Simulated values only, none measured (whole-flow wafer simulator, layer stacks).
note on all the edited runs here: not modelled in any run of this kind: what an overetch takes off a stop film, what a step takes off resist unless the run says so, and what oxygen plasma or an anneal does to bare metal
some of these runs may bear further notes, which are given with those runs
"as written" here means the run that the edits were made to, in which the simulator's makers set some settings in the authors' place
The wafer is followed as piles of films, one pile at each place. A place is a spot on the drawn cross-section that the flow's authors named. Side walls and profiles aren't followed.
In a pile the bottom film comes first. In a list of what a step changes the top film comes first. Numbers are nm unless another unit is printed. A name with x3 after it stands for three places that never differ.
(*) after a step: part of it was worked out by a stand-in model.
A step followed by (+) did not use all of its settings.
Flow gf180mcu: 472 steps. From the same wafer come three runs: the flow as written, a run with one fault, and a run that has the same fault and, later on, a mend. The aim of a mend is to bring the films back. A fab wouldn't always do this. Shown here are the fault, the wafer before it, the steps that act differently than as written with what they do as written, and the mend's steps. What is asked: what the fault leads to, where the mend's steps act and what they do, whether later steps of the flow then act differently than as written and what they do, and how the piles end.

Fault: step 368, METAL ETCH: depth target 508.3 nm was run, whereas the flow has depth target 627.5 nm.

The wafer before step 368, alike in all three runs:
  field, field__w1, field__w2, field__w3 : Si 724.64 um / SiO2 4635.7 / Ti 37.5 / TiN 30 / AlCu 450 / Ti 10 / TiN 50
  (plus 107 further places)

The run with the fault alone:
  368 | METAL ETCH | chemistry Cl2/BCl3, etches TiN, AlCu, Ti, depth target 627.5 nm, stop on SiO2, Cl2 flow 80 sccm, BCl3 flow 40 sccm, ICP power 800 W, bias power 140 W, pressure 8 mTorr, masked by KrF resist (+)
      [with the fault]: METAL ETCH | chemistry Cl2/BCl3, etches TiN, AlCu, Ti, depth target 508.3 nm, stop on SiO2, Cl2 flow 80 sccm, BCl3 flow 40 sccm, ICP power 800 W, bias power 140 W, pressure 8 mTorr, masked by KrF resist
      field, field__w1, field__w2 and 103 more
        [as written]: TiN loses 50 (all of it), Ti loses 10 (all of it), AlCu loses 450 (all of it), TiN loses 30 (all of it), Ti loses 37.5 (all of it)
        [with the fault]: TiN loses 50 (all of it), Ti loses 10 (all of it), AlCu loses 448.3
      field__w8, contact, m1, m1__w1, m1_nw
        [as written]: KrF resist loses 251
        [with the fault]: KrF resist loses 203.3
  Steps later in the flow that act otherwise than as written:
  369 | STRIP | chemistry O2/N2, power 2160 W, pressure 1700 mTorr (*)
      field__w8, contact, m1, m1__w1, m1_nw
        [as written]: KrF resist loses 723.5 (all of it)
        [with the fault]: KrF resist loses 771.2 (all of it)
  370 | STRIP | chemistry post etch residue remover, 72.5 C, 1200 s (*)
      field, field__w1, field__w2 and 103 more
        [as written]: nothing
        [with the fault]: AlCu loses 1.7 (all of it), TiN loses 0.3
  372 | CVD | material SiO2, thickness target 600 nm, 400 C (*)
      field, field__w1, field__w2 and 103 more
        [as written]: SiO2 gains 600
        [with the fault]: SiO2 gains 600 (new film)
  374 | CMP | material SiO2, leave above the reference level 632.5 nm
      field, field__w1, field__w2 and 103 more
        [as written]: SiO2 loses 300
        [with the fault]: SiO2 loses 367.2
  At field, field__w1, field__w2 and 104 more, the piles at the end differ from the flow's by more than 2% or 0.5 nm, whichever is larger.
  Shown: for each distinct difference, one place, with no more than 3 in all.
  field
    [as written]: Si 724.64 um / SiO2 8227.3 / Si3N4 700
    [with the fault]: Si 724.64 um / SiO2 4635.7 / Ti 37.5 / TiN 29.7 / SiO2 3524.4 / Si3N4 700
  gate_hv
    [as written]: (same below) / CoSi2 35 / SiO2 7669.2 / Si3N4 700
    [with the fault]: (same below) / CoSi2 35 / SiO2 4077.6 / Ti 37.5 / TiN 29.7 / SiO2 3524.4 / Si3N4 700
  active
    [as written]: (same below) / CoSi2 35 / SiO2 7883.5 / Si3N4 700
    [with the fault]: (same below) / CoSi2 35 / SiO2 4291.9 / Ti 37.5 / TiN 29.7 / SiO2 3524.4 / Si3N4 700

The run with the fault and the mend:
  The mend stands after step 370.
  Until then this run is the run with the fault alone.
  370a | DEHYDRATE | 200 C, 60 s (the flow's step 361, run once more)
      leaves every film unchanged at each place that is followed
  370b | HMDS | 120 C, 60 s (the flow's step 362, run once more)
      leaves every film unchanged at each place that is followed
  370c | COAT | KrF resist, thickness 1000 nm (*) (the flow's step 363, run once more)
      iso_ptap_pw, iso_ntap_nw, iso_nw_fld and 33 more
        KrF resist gains 1000 (new film)
      field_sub, field_sub__w1, field_sub__w2 and 10 more
        KrF resist gains 1002.9 (new film)
      field__w11, field__w13, p_well and 7 more
        KrF resist gains 1003.3 (new film)
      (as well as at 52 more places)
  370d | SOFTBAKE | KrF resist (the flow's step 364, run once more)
      leaves every film unchanged at each place that is followed
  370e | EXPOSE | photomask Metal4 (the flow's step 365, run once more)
      leaves every film unchanged at each place that is followed
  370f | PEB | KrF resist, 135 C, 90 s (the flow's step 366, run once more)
      field__w1, field__w2, field__w3 and 55 more
        KrF resist loses 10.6
      iso_ptap_pw, iso_ntap_nw, iso_nw_fld and 33 more
        KrF resist loses 10.5
      gate_hv, sd_p, nw_enc_fld_lv__w3, polyc_n, polyc_n_rim
        KrF resist loses 10.7
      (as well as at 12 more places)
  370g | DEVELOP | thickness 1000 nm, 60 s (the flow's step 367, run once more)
      iso_ptap_pw, iso_ntap_nw, iso_nw_fld and 33 more
        KrF resist loses 989.5 (all of it)
      field_sub, field_sub__w1, field_sub__w2 and 8 more
        KrF resist loses 992.3 (all of it)
      p_well, sti, spacer and 6 more
        KrF resist loses 992.7 (all of it)
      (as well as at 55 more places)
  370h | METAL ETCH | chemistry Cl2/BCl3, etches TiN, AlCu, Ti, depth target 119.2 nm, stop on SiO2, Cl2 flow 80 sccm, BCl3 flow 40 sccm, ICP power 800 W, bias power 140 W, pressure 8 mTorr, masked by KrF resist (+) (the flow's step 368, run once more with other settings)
      field, field__w1, field__w2 and 103 more
        TiN loses 29.7 (all of it), Ti loses 37.5 (all of it)
      field__w8, contact, m1, m1__w1, m1_nw
        KrF resist loses 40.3
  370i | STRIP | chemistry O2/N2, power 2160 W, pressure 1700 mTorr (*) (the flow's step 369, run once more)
      field__w8
        KrF resist loses 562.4 (all of it)
      contact
        KrF resist loses 560.3 (all of it)
      m1
        KrF resist loses 563.4 (all of it)
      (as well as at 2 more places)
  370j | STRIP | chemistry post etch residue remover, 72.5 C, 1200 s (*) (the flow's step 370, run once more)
      field__w8, contact, m1, m1__w1, m1_nw
        TiN loses 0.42
  None of the later steps of the flow differs from how it acts as written, at any place that is followed, by more than 2% or 0.5 nm, whichever is larger.
  When the end is reached, the piles differ only a little from the flow's at the places that both follow, at most by 2% or 0.5 nm, whichever is larger.
